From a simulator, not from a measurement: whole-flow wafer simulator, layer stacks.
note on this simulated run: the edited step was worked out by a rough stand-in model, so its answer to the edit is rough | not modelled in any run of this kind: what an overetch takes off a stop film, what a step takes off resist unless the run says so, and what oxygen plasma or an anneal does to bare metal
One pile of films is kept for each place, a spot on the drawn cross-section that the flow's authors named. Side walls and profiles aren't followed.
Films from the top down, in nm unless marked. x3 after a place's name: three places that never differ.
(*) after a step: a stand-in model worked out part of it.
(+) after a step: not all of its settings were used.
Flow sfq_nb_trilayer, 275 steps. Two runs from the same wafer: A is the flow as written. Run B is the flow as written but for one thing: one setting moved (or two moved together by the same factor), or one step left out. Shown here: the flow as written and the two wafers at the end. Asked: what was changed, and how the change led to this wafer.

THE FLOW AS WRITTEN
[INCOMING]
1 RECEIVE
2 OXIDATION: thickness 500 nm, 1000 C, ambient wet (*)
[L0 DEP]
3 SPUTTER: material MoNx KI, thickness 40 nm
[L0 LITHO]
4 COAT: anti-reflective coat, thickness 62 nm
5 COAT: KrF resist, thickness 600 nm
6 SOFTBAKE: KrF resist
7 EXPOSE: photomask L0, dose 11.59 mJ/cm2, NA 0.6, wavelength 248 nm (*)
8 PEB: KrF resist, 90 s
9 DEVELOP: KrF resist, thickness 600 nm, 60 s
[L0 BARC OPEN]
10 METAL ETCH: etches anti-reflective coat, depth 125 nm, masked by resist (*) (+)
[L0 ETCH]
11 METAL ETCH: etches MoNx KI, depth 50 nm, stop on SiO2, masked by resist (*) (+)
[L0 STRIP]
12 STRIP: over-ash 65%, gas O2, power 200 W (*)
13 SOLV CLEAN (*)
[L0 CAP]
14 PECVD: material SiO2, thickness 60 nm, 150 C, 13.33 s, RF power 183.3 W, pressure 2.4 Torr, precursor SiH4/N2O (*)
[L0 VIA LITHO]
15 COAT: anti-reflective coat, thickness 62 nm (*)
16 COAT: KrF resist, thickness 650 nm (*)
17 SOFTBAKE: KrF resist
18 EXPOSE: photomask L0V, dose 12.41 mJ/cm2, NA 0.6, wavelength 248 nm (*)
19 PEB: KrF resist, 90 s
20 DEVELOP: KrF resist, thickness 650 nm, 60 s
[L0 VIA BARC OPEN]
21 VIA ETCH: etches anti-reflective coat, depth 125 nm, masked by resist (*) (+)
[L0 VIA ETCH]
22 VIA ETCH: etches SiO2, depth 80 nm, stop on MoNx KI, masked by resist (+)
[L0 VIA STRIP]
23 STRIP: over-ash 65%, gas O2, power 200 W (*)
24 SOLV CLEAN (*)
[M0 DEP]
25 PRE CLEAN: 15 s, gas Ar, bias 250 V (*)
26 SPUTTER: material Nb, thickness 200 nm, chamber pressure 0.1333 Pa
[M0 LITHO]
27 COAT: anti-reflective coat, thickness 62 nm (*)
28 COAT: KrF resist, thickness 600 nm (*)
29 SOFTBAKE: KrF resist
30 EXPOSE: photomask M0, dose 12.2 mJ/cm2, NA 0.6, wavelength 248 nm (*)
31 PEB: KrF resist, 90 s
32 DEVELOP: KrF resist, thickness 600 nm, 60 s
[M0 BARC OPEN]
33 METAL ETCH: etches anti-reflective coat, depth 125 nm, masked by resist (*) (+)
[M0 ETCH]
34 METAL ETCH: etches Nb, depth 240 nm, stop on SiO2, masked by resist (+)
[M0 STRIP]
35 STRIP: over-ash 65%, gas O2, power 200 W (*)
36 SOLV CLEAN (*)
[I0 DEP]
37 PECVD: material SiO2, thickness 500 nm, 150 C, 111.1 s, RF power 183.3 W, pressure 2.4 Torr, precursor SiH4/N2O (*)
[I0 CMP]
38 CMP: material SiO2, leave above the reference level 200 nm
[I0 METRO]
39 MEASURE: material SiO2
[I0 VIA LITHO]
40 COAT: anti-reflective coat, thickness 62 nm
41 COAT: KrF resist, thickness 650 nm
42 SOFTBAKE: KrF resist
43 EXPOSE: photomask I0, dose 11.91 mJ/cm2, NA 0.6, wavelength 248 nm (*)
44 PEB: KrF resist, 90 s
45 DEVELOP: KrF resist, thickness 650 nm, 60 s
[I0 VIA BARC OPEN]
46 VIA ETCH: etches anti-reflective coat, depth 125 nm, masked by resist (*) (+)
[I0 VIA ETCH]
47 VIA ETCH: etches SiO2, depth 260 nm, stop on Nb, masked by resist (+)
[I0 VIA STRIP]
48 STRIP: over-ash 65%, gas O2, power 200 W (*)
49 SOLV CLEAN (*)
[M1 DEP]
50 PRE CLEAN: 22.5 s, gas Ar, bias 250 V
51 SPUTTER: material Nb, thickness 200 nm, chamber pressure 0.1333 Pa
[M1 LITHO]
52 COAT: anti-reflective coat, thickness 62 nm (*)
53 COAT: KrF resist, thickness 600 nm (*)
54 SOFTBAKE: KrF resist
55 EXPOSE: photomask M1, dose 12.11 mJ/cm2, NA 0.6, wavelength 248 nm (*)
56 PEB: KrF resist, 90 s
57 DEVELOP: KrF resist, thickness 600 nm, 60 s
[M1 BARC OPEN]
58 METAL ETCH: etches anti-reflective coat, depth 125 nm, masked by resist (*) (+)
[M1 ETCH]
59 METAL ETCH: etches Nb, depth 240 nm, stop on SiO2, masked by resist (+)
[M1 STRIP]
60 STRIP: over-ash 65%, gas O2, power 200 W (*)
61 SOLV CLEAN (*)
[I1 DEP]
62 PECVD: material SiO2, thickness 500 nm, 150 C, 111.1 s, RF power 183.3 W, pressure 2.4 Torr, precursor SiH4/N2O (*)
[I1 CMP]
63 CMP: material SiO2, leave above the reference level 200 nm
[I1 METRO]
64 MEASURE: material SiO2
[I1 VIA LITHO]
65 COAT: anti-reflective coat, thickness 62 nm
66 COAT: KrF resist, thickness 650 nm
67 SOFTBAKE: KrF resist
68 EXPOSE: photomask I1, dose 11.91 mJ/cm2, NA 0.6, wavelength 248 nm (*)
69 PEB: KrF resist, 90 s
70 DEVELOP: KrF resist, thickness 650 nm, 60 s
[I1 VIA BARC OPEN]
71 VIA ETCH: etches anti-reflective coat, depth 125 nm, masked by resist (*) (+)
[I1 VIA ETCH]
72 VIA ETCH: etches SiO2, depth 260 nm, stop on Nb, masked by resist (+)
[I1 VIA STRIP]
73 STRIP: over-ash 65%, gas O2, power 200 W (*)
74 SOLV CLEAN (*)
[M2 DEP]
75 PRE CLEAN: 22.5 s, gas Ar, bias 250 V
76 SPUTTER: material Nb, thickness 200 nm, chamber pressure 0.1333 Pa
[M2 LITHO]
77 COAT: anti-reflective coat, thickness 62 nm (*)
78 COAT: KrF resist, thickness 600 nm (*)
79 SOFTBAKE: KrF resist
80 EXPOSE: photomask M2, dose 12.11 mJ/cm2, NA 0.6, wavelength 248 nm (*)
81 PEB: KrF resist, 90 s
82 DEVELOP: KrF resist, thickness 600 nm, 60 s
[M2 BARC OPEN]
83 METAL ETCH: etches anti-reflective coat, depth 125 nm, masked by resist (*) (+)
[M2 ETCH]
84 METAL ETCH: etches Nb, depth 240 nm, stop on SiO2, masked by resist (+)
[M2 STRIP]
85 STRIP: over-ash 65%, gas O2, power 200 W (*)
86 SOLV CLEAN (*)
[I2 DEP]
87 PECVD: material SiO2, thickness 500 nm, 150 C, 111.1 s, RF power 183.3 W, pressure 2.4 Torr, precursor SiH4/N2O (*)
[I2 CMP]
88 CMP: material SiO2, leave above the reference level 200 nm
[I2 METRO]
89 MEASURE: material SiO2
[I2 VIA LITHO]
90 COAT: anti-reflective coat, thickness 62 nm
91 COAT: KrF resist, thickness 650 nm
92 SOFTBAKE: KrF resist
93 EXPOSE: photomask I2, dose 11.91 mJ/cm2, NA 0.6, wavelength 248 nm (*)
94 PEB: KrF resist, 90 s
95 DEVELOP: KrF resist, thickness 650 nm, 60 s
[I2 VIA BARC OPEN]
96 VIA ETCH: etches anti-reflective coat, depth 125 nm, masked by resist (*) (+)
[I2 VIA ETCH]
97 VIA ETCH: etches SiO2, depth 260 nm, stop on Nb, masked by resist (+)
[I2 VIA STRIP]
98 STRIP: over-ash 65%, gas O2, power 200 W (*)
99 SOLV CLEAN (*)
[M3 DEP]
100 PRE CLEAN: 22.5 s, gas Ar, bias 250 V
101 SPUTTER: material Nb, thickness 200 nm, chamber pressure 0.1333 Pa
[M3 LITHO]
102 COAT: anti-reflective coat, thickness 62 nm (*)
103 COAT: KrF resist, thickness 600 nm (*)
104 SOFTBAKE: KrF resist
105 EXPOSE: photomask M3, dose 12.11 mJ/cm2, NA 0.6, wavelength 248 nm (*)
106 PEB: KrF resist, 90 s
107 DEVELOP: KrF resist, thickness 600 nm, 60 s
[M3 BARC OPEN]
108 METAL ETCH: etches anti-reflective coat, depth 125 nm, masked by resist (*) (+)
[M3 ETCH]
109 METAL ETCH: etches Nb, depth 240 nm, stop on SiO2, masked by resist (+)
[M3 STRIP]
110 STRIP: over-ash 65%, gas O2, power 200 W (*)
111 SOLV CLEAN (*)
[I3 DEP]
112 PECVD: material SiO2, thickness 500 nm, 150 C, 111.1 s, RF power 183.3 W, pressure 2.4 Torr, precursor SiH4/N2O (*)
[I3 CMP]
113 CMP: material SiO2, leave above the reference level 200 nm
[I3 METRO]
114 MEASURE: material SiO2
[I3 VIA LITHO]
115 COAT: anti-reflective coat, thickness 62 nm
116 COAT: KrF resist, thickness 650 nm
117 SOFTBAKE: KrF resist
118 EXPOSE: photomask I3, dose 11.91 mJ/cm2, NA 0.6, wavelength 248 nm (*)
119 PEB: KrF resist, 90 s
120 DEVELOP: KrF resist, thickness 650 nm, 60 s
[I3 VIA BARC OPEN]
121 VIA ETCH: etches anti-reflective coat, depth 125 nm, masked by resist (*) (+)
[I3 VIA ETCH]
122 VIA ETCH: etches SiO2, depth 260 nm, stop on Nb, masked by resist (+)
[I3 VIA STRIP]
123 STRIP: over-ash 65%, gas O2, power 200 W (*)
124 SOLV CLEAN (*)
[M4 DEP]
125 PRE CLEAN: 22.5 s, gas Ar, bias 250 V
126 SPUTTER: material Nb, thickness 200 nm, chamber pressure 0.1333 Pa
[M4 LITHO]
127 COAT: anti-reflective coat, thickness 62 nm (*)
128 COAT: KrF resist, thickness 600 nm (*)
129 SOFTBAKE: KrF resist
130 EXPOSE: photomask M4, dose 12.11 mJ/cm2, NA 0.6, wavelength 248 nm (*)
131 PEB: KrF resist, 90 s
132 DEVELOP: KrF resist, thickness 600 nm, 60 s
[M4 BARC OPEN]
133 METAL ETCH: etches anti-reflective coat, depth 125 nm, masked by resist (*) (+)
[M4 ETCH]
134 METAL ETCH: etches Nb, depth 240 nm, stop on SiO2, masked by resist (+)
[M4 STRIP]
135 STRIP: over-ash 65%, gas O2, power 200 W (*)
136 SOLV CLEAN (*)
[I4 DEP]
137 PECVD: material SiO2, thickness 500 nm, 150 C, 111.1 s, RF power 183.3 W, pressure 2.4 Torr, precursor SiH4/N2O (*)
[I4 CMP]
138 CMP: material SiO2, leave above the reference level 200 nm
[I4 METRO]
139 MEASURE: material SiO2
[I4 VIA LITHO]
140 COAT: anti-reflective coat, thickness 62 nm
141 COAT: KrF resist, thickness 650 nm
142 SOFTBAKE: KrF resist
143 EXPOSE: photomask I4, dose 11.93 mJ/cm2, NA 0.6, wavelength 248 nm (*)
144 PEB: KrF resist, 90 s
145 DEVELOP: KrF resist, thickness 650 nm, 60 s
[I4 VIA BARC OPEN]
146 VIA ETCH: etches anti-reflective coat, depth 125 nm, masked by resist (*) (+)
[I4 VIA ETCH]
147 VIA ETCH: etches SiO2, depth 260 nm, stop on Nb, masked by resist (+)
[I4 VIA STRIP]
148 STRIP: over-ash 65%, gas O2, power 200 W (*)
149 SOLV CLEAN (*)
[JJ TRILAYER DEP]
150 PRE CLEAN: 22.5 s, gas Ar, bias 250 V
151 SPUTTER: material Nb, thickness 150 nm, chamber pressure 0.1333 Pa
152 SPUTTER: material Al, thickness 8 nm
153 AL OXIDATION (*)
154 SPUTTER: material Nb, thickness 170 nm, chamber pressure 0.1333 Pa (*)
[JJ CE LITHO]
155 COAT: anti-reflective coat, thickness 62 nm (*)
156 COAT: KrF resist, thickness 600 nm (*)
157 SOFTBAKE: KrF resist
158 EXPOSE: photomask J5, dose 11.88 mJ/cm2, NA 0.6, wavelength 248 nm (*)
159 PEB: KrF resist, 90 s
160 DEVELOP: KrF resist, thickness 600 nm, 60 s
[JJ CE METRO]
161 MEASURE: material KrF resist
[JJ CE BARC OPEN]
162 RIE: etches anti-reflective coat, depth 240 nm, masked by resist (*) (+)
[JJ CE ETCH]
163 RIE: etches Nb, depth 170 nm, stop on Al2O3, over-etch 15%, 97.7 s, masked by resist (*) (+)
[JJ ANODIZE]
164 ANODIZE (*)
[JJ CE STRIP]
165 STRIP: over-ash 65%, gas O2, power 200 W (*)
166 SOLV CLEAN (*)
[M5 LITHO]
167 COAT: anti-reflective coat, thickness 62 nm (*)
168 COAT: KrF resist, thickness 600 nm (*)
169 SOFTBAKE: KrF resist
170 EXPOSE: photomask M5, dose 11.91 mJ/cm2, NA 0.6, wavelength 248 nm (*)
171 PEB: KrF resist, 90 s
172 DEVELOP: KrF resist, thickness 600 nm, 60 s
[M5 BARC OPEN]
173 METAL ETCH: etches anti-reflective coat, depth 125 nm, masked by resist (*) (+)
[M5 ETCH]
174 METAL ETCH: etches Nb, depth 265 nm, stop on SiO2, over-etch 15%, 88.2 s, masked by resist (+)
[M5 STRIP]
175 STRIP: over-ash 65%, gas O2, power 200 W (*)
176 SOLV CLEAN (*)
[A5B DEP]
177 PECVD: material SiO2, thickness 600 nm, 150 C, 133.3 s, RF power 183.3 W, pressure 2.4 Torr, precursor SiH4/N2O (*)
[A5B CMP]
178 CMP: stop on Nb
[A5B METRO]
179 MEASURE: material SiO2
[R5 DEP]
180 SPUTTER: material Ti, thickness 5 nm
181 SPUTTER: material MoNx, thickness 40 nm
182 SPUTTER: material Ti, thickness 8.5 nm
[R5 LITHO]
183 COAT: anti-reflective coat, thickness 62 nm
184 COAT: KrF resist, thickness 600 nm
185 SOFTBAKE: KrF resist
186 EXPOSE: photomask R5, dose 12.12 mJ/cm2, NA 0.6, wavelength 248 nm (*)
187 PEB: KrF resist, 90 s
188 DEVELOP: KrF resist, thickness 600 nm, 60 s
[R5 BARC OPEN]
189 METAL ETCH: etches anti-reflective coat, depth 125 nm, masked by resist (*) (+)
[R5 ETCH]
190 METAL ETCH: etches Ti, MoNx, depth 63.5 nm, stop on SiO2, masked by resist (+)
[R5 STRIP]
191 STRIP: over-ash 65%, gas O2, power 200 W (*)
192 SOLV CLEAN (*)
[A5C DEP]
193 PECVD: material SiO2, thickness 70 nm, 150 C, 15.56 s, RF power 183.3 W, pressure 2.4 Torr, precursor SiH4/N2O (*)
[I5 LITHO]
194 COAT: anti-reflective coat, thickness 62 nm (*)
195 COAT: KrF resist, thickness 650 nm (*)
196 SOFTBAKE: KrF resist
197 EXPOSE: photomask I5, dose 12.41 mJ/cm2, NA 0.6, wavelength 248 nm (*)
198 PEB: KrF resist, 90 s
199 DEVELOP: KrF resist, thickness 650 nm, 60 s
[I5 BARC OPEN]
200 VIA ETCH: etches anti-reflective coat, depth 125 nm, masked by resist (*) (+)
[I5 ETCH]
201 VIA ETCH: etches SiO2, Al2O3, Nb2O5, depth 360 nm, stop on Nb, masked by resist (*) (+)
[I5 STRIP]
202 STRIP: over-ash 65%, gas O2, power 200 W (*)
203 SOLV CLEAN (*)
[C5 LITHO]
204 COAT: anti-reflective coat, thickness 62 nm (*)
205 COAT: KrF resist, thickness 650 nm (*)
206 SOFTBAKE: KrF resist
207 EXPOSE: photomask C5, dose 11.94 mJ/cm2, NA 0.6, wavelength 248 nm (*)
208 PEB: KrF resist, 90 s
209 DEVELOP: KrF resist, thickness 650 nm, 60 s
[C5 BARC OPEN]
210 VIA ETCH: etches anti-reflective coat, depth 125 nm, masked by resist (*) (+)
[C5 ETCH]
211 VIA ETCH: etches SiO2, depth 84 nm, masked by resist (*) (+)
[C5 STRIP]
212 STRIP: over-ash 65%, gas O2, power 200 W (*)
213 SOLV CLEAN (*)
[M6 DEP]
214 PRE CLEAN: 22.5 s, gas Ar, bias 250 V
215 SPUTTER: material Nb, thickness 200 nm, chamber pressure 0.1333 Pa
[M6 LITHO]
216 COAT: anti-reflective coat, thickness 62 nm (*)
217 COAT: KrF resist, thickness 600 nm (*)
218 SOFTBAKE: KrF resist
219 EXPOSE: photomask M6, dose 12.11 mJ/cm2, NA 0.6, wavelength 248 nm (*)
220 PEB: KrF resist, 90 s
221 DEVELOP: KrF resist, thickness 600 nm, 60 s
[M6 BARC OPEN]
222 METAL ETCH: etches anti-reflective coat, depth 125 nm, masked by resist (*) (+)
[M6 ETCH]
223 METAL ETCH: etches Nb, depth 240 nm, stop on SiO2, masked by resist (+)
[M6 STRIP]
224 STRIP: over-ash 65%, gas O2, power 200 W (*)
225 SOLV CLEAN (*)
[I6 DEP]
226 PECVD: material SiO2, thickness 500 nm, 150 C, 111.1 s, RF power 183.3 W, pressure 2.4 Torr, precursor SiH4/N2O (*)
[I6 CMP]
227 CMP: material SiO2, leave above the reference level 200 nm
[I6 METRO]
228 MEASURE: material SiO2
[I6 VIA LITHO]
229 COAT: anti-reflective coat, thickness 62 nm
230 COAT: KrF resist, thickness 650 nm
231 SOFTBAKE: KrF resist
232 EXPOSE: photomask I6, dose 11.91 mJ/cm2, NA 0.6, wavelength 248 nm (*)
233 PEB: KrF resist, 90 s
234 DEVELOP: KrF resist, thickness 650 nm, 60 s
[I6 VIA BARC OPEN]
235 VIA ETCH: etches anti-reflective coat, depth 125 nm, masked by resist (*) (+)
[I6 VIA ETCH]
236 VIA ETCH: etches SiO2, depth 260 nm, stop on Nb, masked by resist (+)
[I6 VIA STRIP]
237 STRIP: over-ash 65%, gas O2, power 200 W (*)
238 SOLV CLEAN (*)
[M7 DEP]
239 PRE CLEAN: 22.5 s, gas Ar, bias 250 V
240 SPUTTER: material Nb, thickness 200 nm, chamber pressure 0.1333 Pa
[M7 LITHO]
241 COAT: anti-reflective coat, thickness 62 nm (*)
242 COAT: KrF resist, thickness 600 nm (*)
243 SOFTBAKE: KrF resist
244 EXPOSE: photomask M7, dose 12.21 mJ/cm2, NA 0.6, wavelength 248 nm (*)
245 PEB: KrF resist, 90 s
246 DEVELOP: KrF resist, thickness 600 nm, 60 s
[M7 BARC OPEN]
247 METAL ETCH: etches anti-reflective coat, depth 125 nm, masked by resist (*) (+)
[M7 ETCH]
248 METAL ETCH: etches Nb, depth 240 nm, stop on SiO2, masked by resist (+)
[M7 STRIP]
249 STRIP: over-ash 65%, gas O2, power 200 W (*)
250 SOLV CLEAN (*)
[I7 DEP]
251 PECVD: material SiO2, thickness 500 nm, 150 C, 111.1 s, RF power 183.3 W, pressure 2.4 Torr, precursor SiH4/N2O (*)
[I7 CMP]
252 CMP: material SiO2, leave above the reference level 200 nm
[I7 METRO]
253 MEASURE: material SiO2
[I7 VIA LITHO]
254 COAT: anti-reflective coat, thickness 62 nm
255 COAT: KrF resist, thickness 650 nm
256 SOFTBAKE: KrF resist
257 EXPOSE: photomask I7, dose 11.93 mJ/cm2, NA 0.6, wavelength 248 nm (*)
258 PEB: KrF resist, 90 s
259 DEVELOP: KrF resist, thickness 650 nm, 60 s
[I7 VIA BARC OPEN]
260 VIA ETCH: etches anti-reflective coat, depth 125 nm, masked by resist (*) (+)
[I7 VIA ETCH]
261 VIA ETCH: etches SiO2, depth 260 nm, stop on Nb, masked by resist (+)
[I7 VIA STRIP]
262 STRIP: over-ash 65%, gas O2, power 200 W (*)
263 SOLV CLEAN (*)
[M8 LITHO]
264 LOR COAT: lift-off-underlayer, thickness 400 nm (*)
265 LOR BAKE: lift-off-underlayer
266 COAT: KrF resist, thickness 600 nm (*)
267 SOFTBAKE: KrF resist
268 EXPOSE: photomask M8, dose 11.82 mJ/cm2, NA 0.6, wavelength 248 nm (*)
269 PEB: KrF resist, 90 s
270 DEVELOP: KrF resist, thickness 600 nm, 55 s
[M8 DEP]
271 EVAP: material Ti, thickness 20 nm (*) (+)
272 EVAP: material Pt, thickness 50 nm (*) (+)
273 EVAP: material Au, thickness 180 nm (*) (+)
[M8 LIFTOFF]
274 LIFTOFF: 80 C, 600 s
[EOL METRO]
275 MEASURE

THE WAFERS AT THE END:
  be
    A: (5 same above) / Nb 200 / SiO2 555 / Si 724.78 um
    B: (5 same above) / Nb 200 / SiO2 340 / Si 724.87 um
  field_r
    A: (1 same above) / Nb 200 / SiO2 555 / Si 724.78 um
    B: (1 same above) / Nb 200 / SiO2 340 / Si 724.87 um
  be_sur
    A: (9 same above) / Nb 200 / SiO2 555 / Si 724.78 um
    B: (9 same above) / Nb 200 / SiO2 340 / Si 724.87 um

The cause: step 2, OXIDATION: thickness 285 nm was run, where the flow has thickness 500 nm.

How the change led to this, step by step:
  2 OXIDATION: thickness 500 nm, 1000 C, ambient wet (*)
      field_l, v_sur, via_wl and 103 more: A SiO2 +500 (new film), chemical SiO2 -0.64 (all of it), Si -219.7 | B SiO2 +285 (new film), chemical SiO2 -0.64 (all of it), Si -125.1
